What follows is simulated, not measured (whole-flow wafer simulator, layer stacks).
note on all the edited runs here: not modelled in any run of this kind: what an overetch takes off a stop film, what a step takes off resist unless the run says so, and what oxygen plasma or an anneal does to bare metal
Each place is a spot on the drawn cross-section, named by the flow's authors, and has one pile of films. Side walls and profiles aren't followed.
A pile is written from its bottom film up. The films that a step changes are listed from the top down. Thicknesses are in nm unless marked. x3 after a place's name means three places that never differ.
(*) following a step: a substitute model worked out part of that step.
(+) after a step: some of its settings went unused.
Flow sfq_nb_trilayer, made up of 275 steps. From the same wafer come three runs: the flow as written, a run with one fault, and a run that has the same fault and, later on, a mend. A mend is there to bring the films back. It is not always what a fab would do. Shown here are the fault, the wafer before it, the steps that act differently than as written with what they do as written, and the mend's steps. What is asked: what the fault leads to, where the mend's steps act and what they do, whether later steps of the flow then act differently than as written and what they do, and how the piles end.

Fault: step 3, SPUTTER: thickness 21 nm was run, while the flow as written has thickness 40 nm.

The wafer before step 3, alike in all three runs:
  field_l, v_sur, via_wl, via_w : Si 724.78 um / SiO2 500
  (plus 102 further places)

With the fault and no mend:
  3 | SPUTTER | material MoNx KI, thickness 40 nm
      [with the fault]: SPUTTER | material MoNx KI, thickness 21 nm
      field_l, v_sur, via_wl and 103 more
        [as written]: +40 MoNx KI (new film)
        [with the fault]: +21 MoNx KI (new film)
  Steps later in the flow that act otherwise than as written (8 other steps are not shown; they differ only slightly, by no more than 2% or 0.5 nm, whichever is larger):
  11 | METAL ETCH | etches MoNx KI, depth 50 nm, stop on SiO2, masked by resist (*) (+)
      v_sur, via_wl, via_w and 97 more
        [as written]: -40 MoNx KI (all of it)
        [with the fault]: -21 MoNx KI (all of it)
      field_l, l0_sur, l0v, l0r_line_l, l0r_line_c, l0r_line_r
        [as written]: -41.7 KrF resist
        [with the fault]: -26.2 KrF resist
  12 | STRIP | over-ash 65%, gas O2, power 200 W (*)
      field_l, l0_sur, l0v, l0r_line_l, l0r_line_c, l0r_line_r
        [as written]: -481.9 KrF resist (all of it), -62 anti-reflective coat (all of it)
        [with the fault]: -497.3 KrF resist (all of it), -62 anti-reflective coat (all of it)
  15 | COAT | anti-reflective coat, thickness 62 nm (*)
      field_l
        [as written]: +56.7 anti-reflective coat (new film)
        [with the fault]: +58.9 anti-reflective coat (new film)
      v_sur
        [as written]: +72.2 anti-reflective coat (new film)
        [with the fault]: +67.5 anti-reflective coat (new film)
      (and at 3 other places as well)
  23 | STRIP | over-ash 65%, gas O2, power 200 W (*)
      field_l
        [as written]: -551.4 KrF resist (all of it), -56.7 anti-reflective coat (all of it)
        [with the fault]: -555.5 KrF resist (all of it), -58.9 anti-reflective coat (all of it)
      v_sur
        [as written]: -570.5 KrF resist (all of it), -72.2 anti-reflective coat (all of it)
        [with the fault]: -565.1 KrF resist (all of it), -67.5 anti-reflective coat (all of it)
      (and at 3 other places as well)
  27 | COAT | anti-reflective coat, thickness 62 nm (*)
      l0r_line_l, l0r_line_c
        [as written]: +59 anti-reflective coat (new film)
        [with the fault]: +60.3 anti-reflective coat (new film)
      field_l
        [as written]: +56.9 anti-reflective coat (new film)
        [with the fault]: +59.1 anti-reflective coat (new film)
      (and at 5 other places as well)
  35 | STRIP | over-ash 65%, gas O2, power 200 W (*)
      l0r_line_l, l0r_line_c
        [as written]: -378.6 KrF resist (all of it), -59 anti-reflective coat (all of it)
        [with the fault]: -380.4 KrF resist (all of it), -60.3 anti-reflective coat (all of it)
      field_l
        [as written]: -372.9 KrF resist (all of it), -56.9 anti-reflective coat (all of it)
        [with the fault]: -377.4 KrF resist (all of it), -59.1 anti-reflective coat (all of it)
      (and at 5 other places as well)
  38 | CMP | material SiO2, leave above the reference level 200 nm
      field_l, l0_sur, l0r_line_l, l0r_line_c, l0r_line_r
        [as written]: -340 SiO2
        [with the fault]: -321 SiO2
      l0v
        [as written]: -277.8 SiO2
        [with the fault]: -258.8 SiO2
  By the end, the piles at field_l, l0_sur, l0v, l0r_line_l, l0r_line_c, l0r_line_r depart from the flow's by more than 2% or 0.5 nm, whichever is larger.
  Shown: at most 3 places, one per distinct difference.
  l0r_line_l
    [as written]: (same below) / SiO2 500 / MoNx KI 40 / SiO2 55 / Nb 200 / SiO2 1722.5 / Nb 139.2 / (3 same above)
    [with the fault]: (same below) / SiO2 500 / MoNx KI 21 / SiO2 55 / Nb 200 / SiO2 1741.5 / Nb 139.2 / (3 same above)
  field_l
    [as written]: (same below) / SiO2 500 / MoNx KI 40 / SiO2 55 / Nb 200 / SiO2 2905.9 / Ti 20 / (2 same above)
    [with the fault]: (same below) / SiO2 500 / MoNx KI 21 / SiO2 55 / Nb 200 / SiO2 2924.9 / Ti 20 / (2 same above)
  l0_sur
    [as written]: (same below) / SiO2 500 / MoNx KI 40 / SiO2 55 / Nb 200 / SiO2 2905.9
    [with the fault]: (same below) / SiO2 500 / MoNx KI 21 / SiO2 55 / Nb 200 / SiO2 2924.9

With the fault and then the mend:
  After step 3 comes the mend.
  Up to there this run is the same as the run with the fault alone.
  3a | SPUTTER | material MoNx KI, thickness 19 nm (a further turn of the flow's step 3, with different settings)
      field_l, v_sur, via_wl and 103 more
        +19 MoNx KI
  None of the later steps of the flow acts differently than as written at any place that is followed.
  At every place that both follow, the piles at the end match the flow's.
